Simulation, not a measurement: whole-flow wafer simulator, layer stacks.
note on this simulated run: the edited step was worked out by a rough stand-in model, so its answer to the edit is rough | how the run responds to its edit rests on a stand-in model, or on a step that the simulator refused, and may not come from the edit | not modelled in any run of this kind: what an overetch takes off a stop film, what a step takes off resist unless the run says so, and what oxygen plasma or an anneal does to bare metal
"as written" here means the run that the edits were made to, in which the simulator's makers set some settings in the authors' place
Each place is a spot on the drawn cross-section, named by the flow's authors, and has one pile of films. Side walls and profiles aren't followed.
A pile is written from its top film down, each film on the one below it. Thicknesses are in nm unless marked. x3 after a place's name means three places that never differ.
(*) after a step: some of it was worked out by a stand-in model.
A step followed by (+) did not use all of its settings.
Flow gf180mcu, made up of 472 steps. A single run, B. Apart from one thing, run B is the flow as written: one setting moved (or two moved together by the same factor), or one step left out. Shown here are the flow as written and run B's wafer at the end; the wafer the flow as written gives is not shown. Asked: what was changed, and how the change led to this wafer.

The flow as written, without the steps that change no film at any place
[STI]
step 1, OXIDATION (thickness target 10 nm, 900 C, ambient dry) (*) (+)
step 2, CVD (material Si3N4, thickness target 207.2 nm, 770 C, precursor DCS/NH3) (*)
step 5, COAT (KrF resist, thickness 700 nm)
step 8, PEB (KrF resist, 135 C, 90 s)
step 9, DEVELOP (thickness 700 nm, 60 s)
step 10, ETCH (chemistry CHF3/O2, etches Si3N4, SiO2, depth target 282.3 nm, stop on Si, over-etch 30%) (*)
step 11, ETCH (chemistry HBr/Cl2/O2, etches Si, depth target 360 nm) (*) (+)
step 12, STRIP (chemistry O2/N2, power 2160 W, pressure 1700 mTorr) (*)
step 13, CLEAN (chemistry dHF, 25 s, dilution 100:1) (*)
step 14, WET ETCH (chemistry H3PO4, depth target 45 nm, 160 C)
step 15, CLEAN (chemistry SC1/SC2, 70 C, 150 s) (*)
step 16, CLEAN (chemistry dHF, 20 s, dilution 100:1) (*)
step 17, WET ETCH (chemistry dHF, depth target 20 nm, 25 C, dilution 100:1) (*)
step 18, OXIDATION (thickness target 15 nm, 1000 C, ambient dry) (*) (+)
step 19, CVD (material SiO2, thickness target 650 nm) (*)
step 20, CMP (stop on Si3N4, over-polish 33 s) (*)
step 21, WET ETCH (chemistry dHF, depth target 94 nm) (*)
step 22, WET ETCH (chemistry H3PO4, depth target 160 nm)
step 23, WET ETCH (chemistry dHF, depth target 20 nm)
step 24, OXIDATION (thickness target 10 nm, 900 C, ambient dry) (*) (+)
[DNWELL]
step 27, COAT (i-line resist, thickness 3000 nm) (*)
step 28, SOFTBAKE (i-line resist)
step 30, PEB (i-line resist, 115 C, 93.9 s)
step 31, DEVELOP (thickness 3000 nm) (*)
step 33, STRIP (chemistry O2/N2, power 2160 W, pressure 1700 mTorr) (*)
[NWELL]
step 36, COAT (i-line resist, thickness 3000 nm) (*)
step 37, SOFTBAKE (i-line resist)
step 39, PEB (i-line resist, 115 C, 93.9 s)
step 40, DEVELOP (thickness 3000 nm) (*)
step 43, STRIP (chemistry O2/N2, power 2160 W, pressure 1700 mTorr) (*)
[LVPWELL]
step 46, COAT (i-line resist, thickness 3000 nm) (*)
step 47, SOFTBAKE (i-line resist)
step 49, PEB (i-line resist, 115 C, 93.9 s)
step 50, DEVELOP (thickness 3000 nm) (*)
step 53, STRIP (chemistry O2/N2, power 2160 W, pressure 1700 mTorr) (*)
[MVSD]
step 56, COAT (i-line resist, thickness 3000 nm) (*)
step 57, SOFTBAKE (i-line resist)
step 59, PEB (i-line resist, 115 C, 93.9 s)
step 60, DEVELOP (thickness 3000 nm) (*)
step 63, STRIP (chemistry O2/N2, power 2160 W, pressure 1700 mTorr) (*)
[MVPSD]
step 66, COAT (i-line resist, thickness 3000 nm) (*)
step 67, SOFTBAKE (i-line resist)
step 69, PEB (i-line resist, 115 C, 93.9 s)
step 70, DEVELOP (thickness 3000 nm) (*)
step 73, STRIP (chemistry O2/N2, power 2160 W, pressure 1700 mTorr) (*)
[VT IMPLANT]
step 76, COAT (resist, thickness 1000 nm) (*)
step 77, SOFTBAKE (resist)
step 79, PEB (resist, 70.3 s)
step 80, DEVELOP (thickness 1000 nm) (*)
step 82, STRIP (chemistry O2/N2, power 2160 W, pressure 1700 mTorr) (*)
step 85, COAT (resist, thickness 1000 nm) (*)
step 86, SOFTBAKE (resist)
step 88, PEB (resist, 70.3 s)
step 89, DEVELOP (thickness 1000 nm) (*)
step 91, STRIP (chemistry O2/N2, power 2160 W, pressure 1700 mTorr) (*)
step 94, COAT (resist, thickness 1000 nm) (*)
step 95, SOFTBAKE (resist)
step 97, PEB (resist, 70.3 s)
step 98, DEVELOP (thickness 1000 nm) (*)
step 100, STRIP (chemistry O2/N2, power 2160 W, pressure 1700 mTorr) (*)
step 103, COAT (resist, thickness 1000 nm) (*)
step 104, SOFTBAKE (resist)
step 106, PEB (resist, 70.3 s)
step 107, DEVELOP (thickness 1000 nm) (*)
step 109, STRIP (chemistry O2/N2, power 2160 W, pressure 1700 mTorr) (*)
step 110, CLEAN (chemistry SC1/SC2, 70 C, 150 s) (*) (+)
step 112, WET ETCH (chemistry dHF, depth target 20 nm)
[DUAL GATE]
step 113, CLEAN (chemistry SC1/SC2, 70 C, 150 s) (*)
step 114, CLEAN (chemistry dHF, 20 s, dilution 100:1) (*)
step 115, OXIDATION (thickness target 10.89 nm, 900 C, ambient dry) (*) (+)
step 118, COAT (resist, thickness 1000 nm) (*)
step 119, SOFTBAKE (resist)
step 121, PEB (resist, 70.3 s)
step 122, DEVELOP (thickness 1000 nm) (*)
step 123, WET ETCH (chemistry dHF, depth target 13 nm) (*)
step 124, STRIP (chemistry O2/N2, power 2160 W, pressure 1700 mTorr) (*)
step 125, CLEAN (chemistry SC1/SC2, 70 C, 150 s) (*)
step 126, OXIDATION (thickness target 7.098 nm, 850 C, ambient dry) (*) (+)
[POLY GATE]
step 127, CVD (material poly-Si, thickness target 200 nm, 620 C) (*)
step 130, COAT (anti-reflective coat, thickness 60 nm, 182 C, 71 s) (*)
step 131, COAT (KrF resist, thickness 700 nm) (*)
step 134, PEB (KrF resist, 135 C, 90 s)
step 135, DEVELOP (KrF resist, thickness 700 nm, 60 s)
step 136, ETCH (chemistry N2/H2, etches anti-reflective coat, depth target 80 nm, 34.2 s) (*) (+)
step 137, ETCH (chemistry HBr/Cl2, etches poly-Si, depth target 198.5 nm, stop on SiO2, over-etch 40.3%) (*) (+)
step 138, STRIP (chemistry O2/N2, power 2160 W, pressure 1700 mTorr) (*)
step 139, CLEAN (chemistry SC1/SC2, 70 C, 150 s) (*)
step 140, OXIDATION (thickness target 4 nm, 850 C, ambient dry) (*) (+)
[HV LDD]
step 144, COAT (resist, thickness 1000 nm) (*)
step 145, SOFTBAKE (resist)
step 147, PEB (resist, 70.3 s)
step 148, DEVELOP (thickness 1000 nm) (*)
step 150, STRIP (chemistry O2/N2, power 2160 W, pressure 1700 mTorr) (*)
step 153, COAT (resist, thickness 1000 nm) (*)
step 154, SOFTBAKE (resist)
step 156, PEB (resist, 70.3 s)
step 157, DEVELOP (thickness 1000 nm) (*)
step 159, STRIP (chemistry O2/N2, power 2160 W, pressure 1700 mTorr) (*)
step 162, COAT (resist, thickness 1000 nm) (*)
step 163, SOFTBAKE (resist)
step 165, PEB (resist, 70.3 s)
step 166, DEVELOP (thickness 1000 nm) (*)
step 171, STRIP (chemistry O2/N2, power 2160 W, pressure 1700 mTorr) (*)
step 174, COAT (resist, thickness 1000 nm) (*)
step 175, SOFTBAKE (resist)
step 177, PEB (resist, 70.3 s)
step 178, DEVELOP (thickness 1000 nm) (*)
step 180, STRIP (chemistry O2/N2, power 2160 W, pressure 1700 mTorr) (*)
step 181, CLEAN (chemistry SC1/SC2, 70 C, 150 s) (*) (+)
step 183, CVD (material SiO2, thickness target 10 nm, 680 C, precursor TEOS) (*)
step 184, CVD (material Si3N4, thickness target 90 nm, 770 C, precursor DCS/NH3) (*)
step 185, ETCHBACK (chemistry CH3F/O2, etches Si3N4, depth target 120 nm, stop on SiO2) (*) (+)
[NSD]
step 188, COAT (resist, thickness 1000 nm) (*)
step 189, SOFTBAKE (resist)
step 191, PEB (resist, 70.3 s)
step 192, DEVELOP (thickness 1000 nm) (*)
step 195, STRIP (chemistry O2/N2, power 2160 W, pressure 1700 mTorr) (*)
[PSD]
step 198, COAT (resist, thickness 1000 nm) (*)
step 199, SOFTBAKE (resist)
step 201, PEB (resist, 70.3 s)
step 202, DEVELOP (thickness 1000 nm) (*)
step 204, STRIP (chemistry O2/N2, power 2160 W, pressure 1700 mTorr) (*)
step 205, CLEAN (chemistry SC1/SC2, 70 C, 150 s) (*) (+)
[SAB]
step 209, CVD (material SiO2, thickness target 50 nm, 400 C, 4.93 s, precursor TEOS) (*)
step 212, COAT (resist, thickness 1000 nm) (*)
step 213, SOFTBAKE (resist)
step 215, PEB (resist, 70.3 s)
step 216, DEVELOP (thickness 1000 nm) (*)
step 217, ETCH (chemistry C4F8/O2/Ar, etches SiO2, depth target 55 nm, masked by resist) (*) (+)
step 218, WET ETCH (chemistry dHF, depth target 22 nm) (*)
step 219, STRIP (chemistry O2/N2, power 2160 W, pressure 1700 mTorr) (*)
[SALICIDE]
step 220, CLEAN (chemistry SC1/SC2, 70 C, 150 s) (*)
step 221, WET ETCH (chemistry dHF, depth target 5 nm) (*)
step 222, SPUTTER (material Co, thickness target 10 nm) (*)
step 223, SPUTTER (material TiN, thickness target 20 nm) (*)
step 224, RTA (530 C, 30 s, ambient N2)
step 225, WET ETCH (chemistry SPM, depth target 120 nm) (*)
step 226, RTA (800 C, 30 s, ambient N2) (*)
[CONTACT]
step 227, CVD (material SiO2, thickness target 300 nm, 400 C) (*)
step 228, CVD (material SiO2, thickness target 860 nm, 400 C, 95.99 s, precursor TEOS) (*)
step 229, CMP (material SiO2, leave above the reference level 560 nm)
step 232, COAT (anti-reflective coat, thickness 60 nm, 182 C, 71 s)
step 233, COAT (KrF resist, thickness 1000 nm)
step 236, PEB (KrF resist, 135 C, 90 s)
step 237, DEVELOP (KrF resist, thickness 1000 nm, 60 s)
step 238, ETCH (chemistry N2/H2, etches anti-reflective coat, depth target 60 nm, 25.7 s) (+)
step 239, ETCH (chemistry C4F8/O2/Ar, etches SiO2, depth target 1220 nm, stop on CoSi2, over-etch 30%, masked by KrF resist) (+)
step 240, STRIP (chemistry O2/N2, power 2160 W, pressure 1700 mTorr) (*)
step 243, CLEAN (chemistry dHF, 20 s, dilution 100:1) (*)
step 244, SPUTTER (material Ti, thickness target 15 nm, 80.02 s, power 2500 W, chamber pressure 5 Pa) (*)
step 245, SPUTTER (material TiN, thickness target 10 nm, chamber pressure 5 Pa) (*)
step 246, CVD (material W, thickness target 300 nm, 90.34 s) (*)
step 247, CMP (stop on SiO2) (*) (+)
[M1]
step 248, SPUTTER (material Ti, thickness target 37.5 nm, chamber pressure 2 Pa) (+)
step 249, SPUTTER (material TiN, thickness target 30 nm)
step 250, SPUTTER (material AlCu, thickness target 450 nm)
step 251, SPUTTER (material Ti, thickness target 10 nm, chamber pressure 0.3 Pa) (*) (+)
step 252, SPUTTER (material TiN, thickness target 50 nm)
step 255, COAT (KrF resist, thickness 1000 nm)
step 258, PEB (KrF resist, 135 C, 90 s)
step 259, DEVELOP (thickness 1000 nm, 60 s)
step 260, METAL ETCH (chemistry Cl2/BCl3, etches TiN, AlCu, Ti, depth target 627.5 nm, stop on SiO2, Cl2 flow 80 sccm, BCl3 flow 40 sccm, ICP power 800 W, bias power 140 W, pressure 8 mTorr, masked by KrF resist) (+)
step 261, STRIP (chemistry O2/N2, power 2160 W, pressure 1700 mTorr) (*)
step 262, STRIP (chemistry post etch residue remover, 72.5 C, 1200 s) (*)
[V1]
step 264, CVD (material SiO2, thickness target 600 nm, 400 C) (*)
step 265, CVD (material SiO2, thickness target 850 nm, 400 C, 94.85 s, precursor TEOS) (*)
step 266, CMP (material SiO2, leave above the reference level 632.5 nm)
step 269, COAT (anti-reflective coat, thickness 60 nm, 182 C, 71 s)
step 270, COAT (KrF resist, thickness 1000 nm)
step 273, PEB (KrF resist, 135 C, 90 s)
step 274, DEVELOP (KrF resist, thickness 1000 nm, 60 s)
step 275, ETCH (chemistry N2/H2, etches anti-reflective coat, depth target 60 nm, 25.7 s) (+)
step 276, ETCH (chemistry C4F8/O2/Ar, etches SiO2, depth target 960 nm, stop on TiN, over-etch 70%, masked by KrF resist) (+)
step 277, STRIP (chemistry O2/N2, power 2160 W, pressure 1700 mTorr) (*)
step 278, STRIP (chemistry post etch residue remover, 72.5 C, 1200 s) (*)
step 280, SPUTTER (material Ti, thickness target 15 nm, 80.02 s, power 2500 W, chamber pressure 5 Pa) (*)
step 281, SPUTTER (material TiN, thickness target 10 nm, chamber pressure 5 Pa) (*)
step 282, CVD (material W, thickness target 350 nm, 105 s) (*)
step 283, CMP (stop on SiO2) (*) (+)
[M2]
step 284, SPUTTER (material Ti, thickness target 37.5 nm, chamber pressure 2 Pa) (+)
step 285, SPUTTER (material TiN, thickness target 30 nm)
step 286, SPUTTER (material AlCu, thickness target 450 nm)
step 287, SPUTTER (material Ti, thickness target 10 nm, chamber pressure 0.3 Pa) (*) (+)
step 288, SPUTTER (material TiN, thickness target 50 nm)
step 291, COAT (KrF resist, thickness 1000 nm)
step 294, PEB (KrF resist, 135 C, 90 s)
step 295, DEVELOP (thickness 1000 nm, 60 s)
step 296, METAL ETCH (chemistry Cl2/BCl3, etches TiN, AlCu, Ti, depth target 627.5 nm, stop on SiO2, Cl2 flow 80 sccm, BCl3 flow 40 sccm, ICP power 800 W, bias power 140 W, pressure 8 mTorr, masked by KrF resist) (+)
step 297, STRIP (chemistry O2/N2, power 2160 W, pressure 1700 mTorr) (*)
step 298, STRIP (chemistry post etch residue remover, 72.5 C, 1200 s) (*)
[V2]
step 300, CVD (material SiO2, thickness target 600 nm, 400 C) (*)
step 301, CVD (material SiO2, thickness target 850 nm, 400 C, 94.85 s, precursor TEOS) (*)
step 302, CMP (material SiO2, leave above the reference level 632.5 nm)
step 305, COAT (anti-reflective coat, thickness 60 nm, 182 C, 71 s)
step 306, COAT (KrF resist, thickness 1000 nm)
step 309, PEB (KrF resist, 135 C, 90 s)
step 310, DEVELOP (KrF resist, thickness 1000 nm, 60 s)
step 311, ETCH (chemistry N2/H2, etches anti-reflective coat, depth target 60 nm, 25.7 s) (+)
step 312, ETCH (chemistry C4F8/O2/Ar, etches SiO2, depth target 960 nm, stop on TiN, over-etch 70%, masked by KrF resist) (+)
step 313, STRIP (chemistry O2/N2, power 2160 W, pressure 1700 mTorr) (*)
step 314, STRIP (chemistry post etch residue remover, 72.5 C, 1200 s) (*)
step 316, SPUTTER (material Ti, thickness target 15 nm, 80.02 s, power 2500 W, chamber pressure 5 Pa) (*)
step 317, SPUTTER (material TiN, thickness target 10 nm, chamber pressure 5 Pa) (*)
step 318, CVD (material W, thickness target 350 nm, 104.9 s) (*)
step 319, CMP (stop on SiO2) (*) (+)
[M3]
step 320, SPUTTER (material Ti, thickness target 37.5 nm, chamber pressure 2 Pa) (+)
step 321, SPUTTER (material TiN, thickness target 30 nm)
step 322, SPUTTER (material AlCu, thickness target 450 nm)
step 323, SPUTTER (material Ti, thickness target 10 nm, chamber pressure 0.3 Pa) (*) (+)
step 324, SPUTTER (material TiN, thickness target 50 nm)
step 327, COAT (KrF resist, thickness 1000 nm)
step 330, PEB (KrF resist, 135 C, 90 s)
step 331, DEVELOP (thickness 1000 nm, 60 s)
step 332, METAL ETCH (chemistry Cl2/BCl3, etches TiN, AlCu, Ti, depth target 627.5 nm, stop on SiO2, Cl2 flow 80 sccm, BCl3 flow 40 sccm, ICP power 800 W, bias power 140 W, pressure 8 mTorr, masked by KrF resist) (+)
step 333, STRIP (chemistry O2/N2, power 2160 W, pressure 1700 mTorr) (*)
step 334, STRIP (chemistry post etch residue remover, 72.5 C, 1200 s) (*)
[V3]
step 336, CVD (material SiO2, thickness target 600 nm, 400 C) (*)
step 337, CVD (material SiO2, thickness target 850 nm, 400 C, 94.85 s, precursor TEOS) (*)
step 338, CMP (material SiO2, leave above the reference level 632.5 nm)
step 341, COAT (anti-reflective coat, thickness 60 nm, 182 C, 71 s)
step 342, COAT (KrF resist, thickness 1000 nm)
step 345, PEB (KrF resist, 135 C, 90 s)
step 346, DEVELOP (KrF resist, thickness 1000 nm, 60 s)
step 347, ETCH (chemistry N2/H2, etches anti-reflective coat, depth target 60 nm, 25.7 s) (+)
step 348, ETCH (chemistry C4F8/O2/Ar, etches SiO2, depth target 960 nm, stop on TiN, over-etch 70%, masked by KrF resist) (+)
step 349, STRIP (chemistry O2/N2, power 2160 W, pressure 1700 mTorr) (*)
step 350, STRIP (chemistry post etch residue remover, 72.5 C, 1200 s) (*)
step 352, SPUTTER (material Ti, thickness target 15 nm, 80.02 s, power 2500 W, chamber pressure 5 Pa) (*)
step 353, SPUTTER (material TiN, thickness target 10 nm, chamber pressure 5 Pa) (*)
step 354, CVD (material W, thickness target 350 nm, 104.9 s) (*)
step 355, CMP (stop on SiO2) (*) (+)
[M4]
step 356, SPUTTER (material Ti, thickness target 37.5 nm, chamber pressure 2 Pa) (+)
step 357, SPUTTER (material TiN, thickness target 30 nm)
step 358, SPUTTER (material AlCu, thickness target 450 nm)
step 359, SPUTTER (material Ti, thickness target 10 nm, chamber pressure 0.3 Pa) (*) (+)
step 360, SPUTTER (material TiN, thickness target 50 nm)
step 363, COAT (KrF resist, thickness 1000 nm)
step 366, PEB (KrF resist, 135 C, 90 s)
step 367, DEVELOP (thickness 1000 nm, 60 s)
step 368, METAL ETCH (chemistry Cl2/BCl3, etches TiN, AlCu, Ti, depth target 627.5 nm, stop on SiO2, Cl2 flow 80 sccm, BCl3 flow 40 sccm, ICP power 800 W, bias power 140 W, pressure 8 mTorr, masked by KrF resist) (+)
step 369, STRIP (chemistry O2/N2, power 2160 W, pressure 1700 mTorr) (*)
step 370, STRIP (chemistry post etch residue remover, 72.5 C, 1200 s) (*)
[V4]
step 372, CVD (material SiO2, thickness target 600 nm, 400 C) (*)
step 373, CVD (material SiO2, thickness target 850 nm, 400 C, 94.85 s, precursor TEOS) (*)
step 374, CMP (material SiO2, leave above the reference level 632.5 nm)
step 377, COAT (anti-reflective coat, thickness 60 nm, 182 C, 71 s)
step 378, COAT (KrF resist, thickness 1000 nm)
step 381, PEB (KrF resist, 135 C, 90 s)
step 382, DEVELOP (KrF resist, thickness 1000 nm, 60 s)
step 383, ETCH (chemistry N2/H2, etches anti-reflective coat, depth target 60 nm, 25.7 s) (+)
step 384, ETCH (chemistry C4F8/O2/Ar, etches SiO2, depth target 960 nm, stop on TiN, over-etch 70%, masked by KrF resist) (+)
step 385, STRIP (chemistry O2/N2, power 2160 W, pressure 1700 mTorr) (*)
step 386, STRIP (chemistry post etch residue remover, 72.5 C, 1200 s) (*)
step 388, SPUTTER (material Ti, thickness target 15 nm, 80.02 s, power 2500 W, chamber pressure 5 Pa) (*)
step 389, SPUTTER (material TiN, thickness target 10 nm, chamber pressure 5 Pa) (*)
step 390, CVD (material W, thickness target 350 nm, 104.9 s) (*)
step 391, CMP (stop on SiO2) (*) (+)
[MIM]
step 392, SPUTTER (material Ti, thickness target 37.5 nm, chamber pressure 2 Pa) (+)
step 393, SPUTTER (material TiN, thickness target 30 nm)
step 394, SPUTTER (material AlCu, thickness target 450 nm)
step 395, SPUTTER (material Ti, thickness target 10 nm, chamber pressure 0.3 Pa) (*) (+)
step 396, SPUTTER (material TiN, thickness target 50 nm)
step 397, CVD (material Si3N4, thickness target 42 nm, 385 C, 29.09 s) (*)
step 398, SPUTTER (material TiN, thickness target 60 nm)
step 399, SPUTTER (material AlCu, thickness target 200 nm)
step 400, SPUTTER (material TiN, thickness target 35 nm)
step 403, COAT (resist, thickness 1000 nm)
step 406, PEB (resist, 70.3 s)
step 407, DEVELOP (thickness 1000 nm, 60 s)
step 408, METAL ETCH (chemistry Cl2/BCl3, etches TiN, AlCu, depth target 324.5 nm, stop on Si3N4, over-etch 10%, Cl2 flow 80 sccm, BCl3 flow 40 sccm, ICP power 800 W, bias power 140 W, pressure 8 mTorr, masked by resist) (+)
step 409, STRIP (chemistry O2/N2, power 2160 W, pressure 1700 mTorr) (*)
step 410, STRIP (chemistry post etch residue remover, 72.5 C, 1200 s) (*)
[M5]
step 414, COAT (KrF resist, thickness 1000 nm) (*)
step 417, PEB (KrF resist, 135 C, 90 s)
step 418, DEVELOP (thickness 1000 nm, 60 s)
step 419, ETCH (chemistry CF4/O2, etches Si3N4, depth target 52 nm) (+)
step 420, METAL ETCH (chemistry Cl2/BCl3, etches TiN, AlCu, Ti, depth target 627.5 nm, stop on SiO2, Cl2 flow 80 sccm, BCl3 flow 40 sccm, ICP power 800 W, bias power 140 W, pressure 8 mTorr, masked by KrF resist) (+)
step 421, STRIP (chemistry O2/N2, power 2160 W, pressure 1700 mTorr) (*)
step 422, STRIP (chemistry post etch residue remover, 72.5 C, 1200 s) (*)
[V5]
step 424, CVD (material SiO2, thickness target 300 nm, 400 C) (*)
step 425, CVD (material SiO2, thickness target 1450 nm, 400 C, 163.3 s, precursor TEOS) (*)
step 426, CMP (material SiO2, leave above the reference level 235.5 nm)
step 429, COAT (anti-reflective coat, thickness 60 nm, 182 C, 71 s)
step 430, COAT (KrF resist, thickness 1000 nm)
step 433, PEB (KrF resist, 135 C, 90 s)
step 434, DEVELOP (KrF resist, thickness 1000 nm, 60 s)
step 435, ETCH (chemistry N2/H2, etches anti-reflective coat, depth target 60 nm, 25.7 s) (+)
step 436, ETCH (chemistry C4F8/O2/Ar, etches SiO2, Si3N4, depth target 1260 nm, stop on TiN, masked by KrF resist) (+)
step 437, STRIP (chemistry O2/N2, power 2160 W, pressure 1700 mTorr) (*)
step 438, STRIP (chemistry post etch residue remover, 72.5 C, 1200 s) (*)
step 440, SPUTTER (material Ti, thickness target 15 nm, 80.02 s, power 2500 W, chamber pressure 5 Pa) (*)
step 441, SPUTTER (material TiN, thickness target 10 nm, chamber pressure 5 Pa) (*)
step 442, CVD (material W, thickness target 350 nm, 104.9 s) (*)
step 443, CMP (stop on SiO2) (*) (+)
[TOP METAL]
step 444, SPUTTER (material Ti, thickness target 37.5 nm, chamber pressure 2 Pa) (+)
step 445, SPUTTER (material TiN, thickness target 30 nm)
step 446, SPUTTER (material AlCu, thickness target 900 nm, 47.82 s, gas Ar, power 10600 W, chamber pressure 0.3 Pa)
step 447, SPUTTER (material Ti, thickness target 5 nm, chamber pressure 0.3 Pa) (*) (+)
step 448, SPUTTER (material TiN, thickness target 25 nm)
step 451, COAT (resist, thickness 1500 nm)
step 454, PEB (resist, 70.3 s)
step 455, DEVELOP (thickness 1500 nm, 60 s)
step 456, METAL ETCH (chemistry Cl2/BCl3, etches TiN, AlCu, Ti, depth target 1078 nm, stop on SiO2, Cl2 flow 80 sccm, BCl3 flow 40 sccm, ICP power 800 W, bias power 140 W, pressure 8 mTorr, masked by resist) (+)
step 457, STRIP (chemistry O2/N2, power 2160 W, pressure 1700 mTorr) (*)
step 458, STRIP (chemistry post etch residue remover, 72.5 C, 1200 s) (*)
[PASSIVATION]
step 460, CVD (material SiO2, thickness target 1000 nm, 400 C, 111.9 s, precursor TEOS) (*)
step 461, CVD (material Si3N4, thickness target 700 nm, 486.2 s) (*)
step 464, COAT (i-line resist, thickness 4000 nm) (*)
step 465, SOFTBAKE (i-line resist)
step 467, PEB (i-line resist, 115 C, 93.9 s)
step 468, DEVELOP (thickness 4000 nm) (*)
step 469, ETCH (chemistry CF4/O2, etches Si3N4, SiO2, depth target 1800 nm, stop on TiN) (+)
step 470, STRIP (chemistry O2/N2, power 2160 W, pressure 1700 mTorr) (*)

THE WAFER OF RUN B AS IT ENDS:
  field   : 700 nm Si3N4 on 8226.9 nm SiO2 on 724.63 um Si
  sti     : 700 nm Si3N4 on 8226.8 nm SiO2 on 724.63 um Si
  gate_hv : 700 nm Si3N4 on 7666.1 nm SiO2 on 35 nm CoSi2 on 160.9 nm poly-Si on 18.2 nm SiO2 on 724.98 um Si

Cause: step 115, OXIDATION: thickness target 15.24 nm was run, while the flow as written has thickness target 10.89 nm.

How this came from the change, step by step:
  step 115, OXIDATION (thickness target 10.89 nm, 900 C, ambient dry) (*) (+)
      active, n_well, p_well and 40 more: SiO2 gains 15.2 (new film), Si loses 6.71 (it would be, as written: SiO2 gains 10.9 (new film), Si loses 4.79)
      sti, mim_1p0, pad and 19 more: SiO2 gains 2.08, Si loses 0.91 (it would be, as written: SiO2 gains 1.22, Si loses 0.54)
      (and at 27 other places as well)
  step 123, WET ETCH (chemistry dHF, depth target 13 nm) (*)
      active, n_well, p_well and 12 more: SiO2 loses 13 (it would be, as written: SiO2 loses 10.9 (all of it))
  step 124, STRIP (chemistry O2/N2, power 2160 W, pressure 1700 mTorr) (*)
      active, n_well, p_well and 12 more: nothing (it would be, as written: chemical SiO2 gains 0.91 (new film), Si loses 0.4)
  step 126, OXIDATION (thickness target 7.098 nm, 850 C, ambient dry) (*) (+)
      active, n_well, p_well and 12 more: SiO2 gains 5.2, Si loses 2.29 (it would be, as written: SiO2 gains 7.1 (new film), chemical SiO2 loses 0.76 (all of it), Si loses 2.79)
  step 130, COAT (anti-reflective coat, thickness 60 nm, 182 C, 71 s) (*)
      p_well, spacer, sd_n: anti-reflective coat gains 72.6 (new film) (it would be, as written: anti-reflective coat gains 70.9 (new film))
      ld_fp_p, ld_drift_p: anti-reflective coat gains 48.8 (new film) (it would be, as written: anti-reflective coat gains 47.8 (new film))
      (and at 3 other places as well)
  step 136, ETCH (chemistry N2/H2, etches anti-reflective coat, depth target 80 nm, 34.2 s) (*) (+)
      p_well, spacer, sd_n: anti-reflective coat loses 72.6 (all of it), poly-Si loses 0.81 (it would be, as written: anti-reflective coat loses 70.9 (all of it), poly-Si loses 0.85)
      ld_drift_p: anti-reflective coat loses 48.8 (all of it), poly-Si loses 1.42 (it would be, as written: anti-reflective coat loses 47.8 (all of it), poly-Si loses 1.44)
      (and at 1 other place as well)
  step 138, STRIP (chemistry O2/N2, power 2160 W, pressure 1700 mTorr) (*)
      ld_fp_p: chemical SiO2 gains 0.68 (new film), KrF resist loses 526 (all of it), anti-reflective coat loses 48.8 (all of it), poly-Si loses 0.3 (it would be, as written: chemical SiO2 gains 0.68 (new film), KrF resist loses 526.2 (all of it), anti-reflective coat loses 47.8 (all of it), poly-Si loses 0.3)
      ldn_fp: chemical SiO2 gains 0.68 (new film), KrF resist loses 530 (all of it), anti-reflective coat loses 49.5 (all of it), poly-Si loses 0.3 (it would be, as written: chemical SiO2 gains 0.68 (new film), KrF resist loses 530.2 (all of it), anti-reflective coat loses 48.5 (all of it), poly-Si loses 0.3)
      (and at 1 other place as well)
  step 189, SOFTBAKE (resist)
      field__w9: resist loses 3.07 (it would be, as written: resist gains 6.92)
      active_hv: resist loses 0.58 (it would be, as written: resist gains 2.68)
      (and at 1 other place as well)
  step 199, SOFTBAKE (resist)
      field__w9: resist loses 3.07 (it would be, as written: resist gains 6.92)
      active_hv: resist loses 0.58 (it would be, as written: resist gains 2.68)
      (and at 1 other place as well)
  step 218, WET ETCH (chemistry dHF, depth target 22 nm) (*)
      ldn_tap, ldn_src, ldn_drn, ldp_tap, ldp_src, ldp_drn, ldp_gr: SiO2 loses 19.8 (all of it) (it would be, as written: SiO2 loses 16 (all of it))
      ld_drn_n, ld_sd_p: SiO2 loses 18.7 (all of it) (it would be, as written: SiO2 loses 14.8 (all of it))
      (and at 5 other places as well)
